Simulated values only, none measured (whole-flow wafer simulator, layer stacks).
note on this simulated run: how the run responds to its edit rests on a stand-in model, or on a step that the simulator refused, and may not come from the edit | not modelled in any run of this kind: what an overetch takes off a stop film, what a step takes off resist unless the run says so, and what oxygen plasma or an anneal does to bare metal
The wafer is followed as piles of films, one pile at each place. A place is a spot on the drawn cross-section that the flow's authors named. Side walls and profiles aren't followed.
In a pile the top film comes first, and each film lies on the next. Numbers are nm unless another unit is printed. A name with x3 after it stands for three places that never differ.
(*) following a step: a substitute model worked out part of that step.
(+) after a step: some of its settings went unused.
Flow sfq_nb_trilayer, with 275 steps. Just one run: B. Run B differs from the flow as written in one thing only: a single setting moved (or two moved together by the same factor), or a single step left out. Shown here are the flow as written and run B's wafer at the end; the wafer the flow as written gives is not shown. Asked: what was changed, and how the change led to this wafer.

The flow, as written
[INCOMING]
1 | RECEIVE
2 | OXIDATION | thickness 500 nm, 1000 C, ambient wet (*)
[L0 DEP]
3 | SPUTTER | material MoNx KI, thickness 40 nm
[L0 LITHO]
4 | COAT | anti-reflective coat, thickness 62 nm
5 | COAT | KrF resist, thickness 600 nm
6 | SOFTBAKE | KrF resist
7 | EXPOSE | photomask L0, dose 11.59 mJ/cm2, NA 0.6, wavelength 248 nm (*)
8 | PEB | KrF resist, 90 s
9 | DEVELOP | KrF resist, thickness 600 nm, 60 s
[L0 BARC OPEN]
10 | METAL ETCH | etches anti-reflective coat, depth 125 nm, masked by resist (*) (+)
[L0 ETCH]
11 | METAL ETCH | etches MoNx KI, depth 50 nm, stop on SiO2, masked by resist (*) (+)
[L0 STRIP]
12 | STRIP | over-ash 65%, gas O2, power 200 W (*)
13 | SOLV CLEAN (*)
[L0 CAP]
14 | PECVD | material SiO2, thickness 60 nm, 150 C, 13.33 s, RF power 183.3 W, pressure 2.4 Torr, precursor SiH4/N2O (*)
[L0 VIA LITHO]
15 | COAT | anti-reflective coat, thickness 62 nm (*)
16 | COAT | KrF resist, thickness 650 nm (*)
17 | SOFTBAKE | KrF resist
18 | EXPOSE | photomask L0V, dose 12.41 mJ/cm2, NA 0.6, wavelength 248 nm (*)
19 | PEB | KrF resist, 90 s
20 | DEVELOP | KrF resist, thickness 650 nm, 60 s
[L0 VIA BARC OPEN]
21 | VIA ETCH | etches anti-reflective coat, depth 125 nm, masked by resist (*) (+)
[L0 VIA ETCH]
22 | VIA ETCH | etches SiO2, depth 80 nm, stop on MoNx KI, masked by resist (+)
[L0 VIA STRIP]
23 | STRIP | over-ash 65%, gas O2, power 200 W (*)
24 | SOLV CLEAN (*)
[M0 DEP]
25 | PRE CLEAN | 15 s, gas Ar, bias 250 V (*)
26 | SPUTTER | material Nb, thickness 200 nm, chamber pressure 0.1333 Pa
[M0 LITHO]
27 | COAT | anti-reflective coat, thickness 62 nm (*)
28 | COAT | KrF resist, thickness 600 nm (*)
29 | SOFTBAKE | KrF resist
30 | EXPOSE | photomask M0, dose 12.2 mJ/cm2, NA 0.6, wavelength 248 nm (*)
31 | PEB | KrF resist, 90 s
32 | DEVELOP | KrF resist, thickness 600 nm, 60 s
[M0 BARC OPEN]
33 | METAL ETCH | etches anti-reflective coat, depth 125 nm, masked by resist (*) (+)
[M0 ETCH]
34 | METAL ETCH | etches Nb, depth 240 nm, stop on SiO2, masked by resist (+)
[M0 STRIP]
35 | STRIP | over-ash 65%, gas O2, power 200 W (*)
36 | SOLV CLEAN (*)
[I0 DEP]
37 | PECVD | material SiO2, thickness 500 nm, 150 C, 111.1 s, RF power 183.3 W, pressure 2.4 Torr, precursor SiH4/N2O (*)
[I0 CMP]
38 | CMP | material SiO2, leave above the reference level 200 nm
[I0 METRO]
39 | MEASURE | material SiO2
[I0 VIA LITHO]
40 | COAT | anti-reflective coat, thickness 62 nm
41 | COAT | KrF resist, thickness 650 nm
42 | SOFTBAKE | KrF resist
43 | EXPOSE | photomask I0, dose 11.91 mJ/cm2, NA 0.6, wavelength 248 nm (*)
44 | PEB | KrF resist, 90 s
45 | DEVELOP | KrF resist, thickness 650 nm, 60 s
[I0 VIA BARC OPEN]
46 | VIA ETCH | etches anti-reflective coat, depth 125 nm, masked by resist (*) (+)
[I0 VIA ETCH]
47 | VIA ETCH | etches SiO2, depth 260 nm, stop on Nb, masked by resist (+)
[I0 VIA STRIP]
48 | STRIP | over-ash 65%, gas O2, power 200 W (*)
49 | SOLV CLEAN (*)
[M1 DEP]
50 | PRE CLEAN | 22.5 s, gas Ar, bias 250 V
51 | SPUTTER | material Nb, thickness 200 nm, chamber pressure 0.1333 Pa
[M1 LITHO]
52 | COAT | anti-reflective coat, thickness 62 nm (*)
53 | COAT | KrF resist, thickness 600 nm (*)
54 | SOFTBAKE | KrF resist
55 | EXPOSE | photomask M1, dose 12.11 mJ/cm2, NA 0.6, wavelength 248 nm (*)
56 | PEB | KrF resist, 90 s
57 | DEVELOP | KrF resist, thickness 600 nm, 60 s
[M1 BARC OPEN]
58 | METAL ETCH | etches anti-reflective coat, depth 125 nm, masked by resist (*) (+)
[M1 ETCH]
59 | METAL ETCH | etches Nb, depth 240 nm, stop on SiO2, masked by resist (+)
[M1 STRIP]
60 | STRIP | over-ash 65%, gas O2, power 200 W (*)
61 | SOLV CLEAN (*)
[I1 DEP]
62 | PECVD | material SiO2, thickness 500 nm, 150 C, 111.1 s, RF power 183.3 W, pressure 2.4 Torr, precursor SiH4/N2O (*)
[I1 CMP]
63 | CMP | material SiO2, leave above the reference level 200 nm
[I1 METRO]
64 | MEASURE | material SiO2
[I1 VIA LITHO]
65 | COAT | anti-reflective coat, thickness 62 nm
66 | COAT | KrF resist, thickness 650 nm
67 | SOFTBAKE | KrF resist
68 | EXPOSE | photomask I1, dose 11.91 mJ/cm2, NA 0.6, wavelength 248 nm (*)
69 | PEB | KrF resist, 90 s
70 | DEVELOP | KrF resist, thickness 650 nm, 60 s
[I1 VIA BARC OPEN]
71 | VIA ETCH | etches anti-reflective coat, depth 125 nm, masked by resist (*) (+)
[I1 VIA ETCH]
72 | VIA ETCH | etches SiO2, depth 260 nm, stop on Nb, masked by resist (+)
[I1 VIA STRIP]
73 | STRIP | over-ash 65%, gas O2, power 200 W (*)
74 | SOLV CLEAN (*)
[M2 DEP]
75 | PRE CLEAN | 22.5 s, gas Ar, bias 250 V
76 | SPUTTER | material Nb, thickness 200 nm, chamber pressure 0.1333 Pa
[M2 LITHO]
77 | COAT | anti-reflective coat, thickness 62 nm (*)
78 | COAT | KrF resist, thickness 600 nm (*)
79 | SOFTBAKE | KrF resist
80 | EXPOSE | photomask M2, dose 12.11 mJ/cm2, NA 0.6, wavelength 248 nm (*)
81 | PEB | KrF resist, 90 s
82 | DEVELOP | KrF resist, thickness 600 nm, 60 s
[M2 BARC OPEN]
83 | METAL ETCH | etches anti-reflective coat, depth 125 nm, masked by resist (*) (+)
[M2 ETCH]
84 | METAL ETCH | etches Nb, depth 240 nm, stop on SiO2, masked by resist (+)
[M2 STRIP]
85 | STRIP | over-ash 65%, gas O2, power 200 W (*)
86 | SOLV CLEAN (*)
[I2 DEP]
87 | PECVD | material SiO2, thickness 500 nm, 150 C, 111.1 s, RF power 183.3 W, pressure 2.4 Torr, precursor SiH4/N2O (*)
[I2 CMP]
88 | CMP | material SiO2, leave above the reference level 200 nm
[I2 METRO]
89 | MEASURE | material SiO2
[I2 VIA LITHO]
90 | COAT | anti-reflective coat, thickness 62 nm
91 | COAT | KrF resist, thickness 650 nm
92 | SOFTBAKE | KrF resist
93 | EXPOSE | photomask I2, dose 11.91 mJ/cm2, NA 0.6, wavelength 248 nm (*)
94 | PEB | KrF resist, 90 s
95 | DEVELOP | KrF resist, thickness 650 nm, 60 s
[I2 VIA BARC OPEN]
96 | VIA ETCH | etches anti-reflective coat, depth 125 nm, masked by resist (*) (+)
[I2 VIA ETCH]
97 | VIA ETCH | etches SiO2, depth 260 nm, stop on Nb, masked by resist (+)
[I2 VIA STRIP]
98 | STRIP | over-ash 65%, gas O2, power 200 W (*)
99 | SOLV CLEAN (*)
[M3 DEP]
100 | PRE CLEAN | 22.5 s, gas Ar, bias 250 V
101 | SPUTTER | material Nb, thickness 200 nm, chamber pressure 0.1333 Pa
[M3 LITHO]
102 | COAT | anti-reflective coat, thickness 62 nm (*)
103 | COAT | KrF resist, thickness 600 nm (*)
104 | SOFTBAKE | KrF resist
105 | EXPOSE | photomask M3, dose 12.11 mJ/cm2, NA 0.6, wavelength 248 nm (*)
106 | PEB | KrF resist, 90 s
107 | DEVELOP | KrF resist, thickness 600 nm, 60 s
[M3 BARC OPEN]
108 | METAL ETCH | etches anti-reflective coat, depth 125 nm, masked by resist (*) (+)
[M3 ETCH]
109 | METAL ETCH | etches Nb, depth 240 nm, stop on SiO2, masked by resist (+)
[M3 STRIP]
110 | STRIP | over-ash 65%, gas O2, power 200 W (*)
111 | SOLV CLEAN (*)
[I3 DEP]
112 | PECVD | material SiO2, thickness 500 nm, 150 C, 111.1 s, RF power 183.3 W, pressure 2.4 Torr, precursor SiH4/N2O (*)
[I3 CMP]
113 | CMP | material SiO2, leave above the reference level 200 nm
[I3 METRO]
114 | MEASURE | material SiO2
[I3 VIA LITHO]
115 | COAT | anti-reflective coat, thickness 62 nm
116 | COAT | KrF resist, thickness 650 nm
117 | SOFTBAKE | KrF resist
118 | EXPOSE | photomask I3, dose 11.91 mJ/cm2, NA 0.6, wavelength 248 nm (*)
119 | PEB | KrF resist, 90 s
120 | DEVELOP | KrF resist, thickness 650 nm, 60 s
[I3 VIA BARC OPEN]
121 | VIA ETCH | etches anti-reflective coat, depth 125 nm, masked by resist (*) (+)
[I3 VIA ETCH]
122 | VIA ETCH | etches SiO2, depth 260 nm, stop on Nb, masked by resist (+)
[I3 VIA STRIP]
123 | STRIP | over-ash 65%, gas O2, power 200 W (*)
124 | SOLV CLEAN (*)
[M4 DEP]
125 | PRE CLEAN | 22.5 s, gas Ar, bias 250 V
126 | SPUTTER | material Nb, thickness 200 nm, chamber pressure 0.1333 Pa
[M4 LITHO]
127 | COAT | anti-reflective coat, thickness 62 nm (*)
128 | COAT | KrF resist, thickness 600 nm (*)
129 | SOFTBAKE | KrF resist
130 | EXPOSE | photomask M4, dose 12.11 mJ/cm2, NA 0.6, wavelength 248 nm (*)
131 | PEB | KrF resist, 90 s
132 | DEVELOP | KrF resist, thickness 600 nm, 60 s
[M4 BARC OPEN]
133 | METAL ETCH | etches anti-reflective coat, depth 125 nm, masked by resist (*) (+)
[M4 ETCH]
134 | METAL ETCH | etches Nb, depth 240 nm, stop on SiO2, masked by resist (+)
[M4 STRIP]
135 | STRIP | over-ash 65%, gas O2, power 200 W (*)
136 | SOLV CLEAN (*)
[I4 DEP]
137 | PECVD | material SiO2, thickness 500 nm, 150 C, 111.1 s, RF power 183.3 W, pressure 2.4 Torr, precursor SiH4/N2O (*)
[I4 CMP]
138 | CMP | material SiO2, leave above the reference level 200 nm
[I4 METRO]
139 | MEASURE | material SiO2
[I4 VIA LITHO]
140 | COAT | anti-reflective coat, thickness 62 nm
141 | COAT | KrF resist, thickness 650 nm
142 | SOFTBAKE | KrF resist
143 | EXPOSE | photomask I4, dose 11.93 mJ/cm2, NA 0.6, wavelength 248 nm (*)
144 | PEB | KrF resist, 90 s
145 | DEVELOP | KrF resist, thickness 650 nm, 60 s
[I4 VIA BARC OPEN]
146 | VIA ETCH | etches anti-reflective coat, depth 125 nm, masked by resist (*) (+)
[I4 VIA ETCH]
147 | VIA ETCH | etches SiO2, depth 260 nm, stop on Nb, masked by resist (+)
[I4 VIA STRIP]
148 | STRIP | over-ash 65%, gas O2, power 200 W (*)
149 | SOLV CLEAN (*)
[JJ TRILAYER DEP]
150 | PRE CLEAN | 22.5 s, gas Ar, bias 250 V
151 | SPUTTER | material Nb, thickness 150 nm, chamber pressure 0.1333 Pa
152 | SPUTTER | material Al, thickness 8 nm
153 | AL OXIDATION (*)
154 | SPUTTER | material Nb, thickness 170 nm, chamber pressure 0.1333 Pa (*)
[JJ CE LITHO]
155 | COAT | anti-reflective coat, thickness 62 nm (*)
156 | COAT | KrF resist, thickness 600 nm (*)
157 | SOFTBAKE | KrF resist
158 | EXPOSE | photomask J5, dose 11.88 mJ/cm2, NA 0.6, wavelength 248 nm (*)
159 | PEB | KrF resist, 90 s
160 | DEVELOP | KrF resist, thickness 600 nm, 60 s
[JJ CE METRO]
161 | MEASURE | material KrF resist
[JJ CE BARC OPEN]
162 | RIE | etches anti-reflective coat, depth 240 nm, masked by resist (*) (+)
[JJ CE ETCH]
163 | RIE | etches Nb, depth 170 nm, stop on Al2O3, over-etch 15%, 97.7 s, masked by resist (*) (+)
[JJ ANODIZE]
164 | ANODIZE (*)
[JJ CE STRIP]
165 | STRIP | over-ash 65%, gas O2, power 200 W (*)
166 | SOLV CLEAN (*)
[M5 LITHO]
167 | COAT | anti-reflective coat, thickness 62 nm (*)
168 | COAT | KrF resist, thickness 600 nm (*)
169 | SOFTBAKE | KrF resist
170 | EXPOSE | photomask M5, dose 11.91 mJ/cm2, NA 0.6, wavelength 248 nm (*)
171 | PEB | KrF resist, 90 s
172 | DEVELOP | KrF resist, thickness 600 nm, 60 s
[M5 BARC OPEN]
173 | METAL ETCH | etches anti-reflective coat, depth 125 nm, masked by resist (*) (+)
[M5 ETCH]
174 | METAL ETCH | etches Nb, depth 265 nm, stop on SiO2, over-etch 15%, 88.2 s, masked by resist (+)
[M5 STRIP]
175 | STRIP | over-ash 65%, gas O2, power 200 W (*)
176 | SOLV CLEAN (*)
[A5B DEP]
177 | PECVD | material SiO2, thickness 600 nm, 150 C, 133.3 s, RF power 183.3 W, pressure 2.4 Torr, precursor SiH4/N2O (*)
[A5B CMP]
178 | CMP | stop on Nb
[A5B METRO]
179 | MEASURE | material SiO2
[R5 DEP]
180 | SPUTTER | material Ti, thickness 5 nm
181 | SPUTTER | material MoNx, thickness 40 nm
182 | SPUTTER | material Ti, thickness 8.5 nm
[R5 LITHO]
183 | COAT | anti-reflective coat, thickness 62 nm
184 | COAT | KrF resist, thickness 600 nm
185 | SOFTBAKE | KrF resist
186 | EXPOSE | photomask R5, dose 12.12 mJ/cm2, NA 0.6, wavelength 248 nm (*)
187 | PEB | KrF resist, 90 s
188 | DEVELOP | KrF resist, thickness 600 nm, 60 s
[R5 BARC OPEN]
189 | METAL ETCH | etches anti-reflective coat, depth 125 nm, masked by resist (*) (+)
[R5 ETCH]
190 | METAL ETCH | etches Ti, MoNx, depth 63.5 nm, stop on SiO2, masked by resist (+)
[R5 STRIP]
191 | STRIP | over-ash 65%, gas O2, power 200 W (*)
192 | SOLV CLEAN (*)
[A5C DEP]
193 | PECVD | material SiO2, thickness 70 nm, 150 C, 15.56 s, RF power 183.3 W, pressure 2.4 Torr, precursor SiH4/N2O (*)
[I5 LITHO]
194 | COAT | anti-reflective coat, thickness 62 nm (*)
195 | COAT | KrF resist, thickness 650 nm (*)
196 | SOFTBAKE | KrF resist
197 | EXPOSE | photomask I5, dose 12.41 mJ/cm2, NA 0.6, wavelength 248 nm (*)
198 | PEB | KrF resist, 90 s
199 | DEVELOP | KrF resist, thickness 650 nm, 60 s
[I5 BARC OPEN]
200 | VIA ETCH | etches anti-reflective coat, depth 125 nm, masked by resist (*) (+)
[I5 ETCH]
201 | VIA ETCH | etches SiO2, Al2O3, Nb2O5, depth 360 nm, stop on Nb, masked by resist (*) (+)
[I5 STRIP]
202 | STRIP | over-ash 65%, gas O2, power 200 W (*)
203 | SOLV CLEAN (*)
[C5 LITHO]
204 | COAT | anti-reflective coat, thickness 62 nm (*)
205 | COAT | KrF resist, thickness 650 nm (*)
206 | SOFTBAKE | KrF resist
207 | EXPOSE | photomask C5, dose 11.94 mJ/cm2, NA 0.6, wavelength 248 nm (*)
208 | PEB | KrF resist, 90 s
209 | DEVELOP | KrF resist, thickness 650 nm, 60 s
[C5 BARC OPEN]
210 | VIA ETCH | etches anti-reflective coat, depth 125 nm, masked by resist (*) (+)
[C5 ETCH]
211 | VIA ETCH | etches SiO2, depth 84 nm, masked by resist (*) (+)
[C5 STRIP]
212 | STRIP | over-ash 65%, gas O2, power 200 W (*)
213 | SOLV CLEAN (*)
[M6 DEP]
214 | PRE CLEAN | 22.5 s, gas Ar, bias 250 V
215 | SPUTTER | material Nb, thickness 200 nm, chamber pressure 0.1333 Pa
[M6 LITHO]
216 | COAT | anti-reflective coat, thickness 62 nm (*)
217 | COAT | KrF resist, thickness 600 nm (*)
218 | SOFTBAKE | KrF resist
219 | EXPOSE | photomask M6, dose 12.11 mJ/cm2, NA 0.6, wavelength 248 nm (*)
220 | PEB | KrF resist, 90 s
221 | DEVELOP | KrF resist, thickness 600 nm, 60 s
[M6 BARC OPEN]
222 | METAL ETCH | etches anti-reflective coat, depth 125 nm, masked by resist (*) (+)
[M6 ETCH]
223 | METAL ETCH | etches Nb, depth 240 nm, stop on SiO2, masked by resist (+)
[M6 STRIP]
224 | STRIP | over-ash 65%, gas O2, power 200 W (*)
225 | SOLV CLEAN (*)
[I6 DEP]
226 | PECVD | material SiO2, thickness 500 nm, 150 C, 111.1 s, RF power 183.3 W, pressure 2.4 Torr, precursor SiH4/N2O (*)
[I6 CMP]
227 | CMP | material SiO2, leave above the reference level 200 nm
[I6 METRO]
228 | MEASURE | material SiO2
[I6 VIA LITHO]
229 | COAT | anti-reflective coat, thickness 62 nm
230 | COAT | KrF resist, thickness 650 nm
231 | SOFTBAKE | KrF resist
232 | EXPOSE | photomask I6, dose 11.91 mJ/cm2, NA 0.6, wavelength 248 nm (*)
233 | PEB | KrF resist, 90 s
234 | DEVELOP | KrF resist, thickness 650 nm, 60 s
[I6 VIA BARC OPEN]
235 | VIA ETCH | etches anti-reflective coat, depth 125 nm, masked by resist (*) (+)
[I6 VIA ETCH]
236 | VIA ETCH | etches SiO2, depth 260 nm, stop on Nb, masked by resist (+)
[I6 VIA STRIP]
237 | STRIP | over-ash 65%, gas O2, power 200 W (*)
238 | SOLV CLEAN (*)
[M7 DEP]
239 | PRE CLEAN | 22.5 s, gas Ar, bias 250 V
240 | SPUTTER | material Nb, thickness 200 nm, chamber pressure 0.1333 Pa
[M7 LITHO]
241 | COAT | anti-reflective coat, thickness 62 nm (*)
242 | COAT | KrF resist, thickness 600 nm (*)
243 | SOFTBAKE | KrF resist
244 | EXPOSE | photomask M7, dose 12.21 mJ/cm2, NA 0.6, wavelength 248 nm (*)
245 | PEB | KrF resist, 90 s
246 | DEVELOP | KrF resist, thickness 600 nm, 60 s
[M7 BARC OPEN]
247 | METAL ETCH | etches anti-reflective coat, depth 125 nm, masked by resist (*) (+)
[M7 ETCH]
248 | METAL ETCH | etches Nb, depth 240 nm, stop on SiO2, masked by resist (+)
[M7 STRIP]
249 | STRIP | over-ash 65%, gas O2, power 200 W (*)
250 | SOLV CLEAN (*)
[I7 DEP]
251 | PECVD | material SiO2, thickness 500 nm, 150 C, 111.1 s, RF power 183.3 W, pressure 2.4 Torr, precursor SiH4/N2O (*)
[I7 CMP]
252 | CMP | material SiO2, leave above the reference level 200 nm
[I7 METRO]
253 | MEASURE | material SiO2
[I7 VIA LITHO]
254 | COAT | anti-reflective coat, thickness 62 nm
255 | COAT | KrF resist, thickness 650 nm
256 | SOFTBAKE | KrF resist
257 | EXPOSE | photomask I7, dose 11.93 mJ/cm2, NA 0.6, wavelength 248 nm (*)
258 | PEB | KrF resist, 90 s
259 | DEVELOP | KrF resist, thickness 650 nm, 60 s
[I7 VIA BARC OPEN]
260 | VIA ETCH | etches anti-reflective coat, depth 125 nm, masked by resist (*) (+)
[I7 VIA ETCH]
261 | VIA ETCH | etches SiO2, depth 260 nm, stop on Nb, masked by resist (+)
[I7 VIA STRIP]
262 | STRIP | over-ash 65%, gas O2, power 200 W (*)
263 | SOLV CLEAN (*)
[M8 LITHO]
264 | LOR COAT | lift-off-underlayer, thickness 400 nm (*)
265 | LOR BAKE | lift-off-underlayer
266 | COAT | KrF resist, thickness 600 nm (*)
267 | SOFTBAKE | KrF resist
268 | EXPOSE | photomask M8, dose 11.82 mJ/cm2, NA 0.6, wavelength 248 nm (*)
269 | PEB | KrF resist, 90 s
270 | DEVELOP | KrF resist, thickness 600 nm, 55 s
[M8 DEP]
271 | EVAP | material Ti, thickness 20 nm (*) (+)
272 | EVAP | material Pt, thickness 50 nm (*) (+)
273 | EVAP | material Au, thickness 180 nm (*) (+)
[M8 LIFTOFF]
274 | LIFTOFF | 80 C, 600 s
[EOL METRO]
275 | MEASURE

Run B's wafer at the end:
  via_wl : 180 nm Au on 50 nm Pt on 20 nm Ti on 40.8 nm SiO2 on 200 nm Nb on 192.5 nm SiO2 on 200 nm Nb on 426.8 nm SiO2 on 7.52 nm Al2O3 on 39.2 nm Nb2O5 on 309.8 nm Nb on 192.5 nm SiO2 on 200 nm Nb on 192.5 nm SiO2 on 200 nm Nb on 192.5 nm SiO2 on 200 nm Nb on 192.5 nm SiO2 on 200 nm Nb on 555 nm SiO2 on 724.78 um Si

Cause: step 261, VIA ETCH: depth 159 nm was run, while the flow as written has depth 260 nm.

How this came from the change, step by step:
  261 | VIA ETCH | etches SiO2, depth 260 nm, stop on Nb, masked by resist (+)
      via_wl, via_w, via_wr: -159 SiO2 (it would be, as written: -199.8 SiO2 (all of it))
      field_l, v_sur, via_sp and 100 more: -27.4 KrF resist (it would be, as written: -44.8 KrF resist)
  262 | STRIP | over-ash 65%, gas O2, power 200 W (*)
      field_l, v_sur, via_sp and 100 more: -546 KrF resist (all of it), -62 anti-reflective coat (all of it) (it would be, as written: -528.6 KrF resist (all of it), -62 anti-reflective coat (all of it))
  264 | LOR COAT | lift-off-underlayer, thickness 400 nm (*)
      via_wl, via_wr: +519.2 lift-off-underlayer (new film) (it would be, as written: +549.8 lift-off-underlayer (new film))
      via_w: +508.6 lift-off-underlayer (new film) (it would be, as written: +536.4 lift-off-underlayer (new film))
  270 | DEVELOP | KrF resist, thickness 600 nm, 55 s
      via_wl: -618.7 KrF resist (all of it), -519.2 lift-off-underlayer (all of it) (it would be, as written: -623.9 KrF resist (all of it), -549.8 lift-off-underlayer (all of it))
      via_w: -628 KrF resist (all of it), -508.6 lift-off-underlayer (all of it) (it would be, as written: -635.4 KrF resist (all of it), -536.4 lift-off-underlayer (all of it))
      (as well as at 1 more place)
If metal films that touch count as one body, via_wl has 8 bodies (between them, from the top down: SiO2 40.8; SiO2 192.5; SiO2 426.8 / Al2O3 7.52 / Nb2O5 39.2; SiO2 192.5; SiO2 192.5; SiO2 192.5; SiO2 192.5); the flow as written gives 7 bodies (between them, from the top down: SiO2 192.5; SiO2 426.8 / Al2O3 7.52 / Nb2O5 39.2; SiO2 192.5; SiO2 192.5; SiO2 192.5; SiO2 192.5).
